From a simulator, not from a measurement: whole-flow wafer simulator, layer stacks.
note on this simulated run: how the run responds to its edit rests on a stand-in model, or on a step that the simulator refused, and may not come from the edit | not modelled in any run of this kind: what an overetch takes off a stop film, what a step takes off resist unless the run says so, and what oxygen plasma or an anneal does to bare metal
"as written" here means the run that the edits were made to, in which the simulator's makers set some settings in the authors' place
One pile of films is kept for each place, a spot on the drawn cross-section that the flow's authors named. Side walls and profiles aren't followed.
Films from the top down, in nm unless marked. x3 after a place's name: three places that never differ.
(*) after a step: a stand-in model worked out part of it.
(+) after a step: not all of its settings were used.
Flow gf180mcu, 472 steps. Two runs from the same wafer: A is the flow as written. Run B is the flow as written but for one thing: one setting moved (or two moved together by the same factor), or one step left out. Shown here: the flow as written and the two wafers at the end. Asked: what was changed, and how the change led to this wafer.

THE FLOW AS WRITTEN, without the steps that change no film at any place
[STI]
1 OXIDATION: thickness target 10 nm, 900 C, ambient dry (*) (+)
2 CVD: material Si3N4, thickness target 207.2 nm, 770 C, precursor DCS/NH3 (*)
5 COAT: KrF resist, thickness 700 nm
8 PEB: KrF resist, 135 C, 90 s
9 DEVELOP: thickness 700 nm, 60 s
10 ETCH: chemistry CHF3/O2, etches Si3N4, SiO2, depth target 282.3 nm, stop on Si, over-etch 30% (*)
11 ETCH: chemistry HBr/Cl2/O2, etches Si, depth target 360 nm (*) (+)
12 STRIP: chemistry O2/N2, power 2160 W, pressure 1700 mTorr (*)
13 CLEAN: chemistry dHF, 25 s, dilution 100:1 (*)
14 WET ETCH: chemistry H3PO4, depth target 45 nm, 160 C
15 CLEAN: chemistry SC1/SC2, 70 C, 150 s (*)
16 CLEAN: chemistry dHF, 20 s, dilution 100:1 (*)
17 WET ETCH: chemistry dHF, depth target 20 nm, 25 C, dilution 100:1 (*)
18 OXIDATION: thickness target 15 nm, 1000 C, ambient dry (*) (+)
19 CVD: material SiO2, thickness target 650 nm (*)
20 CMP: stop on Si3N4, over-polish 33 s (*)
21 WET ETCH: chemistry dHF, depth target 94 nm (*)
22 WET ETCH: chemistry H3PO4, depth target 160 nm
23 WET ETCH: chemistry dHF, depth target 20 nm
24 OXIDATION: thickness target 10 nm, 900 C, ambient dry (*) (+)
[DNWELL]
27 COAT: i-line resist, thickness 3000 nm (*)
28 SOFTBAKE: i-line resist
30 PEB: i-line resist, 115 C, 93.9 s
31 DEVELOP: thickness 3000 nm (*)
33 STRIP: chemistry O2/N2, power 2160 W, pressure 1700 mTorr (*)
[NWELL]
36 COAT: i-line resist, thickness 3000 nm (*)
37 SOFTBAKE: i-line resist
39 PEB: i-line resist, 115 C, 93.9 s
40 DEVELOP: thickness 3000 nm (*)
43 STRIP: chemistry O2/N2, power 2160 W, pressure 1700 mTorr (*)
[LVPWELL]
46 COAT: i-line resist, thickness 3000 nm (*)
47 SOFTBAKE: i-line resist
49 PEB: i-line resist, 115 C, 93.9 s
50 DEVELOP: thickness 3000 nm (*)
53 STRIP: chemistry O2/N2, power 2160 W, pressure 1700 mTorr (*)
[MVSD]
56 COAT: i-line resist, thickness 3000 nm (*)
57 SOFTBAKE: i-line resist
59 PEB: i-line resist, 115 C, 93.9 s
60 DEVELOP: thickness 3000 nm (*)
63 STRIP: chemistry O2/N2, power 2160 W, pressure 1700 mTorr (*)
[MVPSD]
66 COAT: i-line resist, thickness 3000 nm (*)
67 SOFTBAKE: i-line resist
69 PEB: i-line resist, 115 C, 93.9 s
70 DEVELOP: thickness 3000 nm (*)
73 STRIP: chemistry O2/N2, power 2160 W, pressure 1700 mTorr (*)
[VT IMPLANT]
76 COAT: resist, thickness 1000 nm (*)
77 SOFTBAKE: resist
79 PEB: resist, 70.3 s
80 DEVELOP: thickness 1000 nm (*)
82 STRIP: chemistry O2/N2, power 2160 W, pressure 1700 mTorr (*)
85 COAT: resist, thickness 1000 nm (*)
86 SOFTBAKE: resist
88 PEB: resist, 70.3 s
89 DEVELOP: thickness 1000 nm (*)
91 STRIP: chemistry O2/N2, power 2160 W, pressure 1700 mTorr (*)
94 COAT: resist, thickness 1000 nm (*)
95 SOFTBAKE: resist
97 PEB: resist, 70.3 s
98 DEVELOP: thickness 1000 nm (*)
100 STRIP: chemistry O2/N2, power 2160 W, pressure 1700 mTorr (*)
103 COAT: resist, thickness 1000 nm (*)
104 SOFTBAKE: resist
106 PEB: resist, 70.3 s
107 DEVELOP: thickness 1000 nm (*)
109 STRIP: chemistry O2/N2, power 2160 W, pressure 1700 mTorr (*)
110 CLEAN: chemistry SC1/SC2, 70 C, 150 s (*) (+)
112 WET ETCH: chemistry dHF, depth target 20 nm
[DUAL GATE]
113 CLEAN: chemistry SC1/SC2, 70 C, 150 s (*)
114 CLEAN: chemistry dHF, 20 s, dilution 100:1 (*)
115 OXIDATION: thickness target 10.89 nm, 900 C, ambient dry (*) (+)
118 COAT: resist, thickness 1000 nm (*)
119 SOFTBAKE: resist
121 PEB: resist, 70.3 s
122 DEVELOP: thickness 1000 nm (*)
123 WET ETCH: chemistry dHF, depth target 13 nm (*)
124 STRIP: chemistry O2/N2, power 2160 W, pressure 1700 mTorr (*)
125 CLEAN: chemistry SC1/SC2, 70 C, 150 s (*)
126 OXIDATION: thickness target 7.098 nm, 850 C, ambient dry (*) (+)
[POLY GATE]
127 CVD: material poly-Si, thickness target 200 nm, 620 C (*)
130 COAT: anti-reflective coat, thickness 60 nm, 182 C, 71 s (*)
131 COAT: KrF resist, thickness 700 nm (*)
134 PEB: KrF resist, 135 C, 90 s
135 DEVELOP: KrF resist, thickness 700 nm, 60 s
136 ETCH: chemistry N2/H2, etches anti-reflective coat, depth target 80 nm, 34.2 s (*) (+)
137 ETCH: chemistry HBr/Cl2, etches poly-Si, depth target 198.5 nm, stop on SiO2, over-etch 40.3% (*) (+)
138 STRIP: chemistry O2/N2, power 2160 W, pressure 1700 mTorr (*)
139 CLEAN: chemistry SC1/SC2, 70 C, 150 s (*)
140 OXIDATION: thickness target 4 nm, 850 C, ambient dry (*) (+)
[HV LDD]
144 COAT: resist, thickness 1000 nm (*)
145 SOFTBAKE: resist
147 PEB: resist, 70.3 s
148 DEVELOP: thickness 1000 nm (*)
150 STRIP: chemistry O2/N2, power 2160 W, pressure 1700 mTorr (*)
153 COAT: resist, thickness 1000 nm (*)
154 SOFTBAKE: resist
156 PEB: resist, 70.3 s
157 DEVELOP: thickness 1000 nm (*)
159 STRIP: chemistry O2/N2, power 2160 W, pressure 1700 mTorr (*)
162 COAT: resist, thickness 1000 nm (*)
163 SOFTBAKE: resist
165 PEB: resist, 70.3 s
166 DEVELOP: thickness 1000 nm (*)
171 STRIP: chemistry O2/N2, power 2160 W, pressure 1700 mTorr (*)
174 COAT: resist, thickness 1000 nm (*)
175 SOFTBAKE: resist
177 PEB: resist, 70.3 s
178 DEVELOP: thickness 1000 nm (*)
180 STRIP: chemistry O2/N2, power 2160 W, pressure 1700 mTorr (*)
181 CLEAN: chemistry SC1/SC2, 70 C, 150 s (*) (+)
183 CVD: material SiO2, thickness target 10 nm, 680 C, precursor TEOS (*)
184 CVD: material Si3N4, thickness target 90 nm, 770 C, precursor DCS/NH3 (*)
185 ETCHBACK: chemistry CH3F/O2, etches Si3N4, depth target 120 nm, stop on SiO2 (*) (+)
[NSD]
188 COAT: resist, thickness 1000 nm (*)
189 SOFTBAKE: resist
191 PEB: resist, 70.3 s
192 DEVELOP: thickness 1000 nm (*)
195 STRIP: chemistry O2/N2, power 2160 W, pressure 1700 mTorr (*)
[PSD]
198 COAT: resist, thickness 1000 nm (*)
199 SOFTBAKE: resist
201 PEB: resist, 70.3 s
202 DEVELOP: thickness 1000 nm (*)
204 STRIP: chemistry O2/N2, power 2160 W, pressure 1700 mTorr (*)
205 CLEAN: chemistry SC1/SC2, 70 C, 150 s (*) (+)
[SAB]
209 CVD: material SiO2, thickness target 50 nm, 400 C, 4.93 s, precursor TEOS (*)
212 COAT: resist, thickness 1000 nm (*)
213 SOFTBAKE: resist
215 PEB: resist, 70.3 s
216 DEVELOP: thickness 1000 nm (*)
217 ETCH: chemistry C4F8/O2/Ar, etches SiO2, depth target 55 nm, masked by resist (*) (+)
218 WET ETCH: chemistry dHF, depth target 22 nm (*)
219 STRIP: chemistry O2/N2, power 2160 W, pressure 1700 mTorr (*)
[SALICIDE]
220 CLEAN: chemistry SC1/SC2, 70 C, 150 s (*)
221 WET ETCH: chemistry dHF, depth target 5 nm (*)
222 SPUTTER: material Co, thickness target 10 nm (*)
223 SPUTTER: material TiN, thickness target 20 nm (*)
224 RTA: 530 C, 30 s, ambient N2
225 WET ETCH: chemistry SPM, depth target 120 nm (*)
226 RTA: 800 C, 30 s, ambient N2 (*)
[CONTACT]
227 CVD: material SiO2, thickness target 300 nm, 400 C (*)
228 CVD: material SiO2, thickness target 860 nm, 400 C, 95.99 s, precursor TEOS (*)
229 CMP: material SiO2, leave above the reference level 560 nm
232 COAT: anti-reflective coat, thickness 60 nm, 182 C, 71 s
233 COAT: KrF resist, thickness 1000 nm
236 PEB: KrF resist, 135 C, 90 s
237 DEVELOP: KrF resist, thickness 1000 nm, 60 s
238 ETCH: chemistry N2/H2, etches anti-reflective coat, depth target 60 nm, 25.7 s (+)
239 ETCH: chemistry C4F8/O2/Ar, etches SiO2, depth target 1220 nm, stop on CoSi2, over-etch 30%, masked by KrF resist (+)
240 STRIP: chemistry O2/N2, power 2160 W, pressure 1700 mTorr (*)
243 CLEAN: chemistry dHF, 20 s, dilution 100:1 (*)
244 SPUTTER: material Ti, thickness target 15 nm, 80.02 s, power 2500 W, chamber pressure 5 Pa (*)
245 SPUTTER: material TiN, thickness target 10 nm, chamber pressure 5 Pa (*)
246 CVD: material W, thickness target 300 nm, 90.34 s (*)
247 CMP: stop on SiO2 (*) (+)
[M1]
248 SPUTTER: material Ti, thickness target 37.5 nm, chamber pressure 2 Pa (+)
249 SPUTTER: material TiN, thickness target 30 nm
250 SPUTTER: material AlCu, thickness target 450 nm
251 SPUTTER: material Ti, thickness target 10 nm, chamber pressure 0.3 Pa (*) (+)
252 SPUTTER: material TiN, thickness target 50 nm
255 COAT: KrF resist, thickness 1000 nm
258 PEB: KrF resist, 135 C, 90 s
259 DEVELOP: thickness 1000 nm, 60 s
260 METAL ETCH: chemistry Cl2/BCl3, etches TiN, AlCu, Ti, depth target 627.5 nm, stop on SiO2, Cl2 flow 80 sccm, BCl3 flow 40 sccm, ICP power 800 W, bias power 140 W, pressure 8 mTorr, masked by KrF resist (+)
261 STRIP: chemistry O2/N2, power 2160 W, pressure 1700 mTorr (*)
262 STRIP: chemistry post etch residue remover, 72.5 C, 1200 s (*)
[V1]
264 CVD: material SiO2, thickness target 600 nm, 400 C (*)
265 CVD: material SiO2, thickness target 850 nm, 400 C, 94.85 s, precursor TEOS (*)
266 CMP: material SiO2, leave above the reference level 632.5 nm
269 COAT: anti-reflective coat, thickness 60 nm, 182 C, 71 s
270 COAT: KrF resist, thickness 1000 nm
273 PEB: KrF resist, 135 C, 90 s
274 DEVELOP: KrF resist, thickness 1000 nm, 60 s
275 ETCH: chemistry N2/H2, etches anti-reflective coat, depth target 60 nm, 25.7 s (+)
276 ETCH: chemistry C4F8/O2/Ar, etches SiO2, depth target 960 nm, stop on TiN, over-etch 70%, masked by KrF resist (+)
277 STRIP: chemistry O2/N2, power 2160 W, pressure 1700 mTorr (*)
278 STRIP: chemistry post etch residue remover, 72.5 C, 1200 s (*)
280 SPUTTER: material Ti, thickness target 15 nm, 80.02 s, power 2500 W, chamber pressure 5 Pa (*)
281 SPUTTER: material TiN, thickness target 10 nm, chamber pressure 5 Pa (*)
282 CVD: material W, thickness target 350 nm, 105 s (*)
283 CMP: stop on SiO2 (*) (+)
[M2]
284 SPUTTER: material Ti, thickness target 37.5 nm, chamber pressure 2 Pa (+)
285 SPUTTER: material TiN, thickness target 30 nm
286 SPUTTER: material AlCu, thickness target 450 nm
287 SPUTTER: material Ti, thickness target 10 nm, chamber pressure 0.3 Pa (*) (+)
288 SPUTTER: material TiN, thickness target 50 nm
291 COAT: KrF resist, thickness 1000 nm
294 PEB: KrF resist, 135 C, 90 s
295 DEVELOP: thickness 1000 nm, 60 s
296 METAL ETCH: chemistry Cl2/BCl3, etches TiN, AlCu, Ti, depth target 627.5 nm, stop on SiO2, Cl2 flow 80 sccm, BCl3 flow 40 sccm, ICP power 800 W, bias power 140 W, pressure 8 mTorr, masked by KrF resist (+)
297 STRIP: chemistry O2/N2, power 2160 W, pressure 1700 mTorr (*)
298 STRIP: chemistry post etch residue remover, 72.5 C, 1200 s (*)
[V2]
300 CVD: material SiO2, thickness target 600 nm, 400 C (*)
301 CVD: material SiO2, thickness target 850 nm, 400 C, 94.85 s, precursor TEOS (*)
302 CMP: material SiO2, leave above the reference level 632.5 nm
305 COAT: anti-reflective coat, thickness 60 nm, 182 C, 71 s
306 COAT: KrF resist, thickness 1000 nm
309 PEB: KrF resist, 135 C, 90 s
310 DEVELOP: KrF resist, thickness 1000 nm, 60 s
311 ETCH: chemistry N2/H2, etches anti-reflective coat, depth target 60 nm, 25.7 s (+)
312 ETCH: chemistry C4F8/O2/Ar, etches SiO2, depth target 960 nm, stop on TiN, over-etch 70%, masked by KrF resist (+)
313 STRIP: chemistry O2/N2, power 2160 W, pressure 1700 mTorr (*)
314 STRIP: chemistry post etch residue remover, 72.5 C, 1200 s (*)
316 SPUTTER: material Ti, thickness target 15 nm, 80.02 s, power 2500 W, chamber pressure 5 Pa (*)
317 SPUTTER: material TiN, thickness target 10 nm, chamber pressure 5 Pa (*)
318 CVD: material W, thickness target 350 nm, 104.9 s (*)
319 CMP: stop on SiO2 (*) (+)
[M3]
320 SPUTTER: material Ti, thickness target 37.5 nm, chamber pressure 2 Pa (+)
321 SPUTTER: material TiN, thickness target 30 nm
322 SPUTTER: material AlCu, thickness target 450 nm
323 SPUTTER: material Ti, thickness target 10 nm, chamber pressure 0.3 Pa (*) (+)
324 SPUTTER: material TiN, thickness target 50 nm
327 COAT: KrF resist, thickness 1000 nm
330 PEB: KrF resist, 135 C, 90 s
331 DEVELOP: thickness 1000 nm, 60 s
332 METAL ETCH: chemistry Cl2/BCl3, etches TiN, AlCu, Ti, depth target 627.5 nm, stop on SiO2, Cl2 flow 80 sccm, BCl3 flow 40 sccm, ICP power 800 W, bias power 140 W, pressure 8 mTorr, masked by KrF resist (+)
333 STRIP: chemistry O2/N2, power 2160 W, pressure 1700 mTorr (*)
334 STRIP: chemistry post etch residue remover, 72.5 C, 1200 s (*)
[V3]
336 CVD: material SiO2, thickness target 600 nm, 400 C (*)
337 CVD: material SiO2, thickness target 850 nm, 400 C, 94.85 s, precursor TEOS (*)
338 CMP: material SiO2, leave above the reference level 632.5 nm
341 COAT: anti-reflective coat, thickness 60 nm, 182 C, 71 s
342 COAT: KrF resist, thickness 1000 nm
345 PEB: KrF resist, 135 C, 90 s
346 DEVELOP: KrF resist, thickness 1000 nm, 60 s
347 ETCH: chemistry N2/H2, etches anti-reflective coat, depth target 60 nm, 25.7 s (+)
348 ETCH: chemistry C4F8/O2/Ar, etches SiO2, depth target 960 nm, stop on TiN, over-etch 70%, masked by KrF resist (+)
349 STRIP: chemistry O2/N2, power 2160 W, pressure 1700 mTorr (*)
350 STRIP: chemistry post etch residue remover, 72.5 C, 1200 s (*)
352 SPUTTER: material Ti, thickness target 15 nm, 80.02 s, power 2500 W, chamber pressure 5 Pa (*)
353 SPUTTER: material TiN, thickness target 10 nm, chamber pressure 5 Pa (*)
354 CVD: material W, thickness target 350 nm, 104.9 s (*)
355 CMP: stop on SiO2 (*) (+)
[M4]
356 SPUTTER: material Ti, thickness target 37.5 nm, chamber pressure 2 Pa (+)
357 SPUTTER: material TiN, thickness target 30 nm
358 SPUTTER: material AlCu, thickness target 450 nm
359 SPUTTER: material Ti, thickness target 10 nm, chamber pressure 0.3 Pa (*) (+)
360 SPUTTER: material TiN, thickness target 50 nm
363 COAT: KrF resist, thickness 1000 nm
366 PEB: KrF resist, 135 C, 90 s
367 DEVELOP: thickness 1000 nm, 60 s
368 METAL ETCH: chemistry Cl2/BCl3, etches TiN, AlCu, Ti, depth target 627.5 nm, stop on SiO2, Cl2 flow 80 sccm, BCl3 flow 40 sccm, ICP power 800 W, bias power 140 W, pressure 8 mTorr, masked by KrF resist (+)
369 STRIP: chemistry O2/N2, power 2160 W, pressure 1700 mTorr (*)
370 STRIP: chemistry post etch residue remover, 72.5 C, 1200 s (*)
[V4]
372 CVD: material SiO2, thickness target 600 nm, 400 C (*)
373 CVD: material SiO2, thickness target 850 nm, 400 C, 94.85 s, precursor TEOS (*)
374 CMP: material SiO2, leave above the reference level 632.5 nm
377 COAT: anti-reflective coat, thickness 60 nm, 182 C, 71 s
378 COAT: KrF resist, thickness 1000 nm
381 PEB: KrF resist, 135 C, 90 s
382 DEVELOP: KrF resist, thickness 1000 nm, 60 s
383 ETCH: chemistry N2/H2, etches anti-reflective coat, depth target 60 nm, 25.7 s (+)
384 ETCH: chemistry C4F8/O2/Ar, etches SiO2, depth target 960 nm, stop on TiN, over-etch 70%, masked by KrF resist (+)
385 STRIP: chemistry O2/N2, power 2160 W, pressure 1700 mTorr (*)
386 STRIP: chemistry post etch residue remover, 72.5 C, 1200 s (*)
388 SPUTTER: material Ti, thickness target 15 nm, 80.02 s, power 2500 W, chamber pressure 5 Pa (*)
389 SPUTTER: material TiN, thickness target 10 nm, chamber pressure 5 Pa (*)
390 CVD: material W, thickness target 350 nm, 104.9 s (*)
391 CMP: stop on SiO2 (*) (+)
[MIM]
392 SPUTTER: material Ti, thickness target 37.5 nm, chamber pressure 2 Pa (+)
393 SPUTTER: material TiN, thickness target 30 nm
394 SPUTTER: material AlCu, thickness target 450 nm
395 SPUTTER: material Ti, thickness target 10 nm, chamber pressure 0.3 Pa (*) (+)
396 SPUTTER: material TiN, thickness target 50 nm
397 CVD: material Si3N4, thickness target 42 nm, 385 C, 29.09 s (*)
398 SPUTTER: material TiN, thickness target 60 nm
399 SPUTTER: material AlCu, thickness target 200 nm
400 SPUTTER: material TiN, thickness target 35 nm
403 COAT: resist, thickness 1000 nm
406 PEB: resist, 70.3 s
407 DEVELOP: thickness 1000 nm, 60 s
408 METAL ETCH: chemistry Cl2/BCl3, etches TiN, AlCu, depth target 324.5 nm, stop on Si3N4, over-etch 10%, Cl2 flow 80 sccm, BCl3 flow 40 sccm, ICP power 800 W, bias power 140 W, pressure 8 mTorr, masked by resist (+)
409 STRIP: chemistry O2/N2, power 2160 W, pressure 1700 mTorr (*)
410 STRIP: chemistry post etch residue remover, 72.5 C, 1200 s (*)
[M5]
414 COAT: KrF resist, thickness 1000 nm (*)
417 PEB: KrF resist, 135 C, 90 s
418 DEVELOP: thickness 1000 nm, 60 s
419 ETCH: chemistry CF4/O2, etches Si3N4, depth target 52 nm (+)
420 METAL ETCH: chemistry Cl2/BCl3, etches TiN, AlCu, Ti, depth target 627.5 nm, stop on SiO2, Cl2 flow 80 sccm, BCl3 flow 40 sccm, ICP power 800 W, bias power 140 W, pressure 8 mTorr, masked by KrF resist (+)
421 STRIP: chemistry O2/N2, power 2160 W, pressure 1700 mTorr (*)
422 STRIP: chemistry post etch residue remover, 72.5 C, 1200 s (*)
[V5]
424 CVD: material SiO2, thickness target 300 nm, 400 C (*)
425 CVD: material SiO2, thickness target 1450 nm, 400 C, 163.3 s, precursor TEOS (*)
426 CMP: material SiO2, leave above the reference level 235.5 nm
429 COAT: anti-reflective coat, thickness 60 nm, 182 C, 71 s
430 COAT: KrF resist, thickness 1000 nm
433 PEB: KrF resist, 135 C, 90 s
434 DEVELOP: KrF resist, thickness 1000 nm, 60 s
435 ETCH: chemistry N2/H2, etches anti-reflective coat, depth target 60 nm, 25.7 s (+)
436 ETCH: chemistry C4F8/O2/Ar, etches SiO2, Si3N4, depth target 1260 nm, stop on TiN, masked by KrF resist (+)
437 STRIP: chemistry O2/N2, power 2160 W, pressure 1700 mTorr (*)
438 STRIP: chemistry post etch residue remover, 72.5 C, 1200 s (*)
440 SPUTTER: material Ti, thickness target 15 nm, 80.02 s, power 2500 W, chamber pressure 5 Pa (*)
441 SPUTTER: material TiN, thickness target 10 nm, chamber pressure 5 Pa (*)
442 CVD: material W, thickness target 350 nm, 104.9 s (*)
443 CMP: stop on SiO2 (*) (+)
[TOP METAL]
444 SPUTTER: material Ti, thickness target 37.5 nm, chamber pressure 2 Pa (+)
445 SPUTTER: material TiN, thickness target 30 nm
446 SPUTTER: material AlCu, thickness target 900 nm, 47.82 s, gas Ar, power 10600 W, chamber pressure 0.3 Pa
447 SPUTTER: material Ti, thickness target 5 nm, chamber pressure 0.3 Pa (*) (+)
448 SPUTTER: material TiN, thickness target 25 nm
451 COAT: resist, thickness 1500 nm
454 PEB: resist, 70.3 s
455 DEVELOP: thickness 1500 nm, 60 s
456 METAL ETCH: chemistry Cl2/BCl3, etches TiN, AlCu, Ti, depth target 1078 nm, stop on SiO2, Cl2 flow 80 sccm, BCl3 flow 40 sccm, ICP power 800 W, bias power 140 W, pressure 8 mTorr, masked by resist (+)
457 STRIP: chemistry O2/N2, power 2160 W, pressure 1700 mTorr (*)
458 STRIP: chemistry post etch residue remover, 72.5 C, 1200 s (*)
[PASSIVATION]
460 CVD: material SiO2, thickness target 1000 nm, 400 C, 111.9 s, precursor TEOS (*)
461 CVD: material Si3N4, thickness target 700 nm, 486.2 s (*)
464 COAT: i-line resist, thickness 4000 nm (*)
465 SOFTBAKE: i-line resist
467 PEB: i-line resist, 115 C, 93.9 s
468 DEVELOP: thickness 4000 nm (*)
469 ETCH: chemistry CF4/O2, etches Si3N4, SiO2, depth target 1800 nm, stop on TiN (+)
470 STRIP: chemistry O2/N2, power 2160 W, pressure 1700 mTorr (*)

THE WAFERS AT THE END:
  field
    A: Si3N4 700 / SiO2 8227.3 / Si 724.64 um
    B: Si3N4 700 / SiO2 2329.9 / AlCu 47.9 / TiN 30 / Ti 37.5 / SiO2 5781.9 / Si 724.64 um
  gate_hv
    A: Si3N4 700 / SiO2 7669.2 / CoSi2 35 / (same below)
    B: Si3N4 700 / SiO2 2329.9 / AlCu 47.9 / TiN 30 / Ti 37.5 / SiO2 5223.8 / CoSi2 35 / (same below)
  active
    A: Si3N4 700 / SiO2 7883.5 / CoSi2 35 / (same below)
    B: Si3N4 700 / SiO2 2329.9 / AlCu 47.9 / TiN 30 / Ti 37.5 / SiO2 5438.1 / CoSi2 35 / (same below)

The cause: step 420, METAL ETCH: depth target 454.9 nm was run, where the flow has depth target 627.5 nm.

How the change led to this, step by step:
  420 METAL ETCH: chemistry Cl2/BCl3, etches TiN, AlCu, Ti, depth target 627.5 nm, stop on SiO2, Cl2 flow 80 sccm, BCl3 flow 40 sccm, ICP power 800 W, bias power 140 W, pressure 8 mTorr, masked by KrF resist (+)
      field, field__w1, field__w2 and 101 more: A TiN -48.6 (all of it), Ti -10 (all of it), AlCu -450 (all of it), TiN -30 (all of it), Ti -37.5 (all of it) | B TiN -48.6 (all of it), Ti -10 (all of it), AlCu -396.3
      field__w4, field__w8, contact, m1, m1__w1, mim, mim_1p0, m1_nw: A KrF resist -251 | B KrF resist -182
  421 STRIP: chemistry O2/N2, power 2160 W, pressure 1700 mTorr (*)
      field__w8, m1__w1: A KrF resist -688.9 (all of it) | B KrF resist -757.9 (all of it)
      field__w4: A KrF resist -731.6 (all of it) | B KrF resist -800.7 (all of it)
      (and at 5 more places)
  422 STRIP: chemistry post etch residue remover, 72.5 C, 1200 s (*)
      field, field__w1, field__w2 and 101 more: A nothing | B AlCu -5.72
  424 CVD: material SiO2, thickness target 300 nm, 400 C (*)
      field, field__w1, field__w2 and 101 more: A SiO2 +300 | B SiO2 +300 (new film)
  426 CMP: material SiO2, leave above the reference level 235.5 nm
      field, field__w1, field__w5 and 92 more: A SiO2 -300.8 | B SiO2 -416.3
      field__w2, field__w3, field__w12 and 6 more: A SiO2 -272.7 | B SiO2 -393.4
Counting metal films that touch as one body, field has 1 body; the flow as written gives 0 bodies.
Counting metal films that touch as one body, gate_hv has 2 bodies (between them, from the top down: SiO2 5223.8); the flow as written gives 1 body.
Counting metal films that touch as one body, active has 2 bodies (between them, from the top down: SiO2 5438.1); the flow as written gives 1 body.
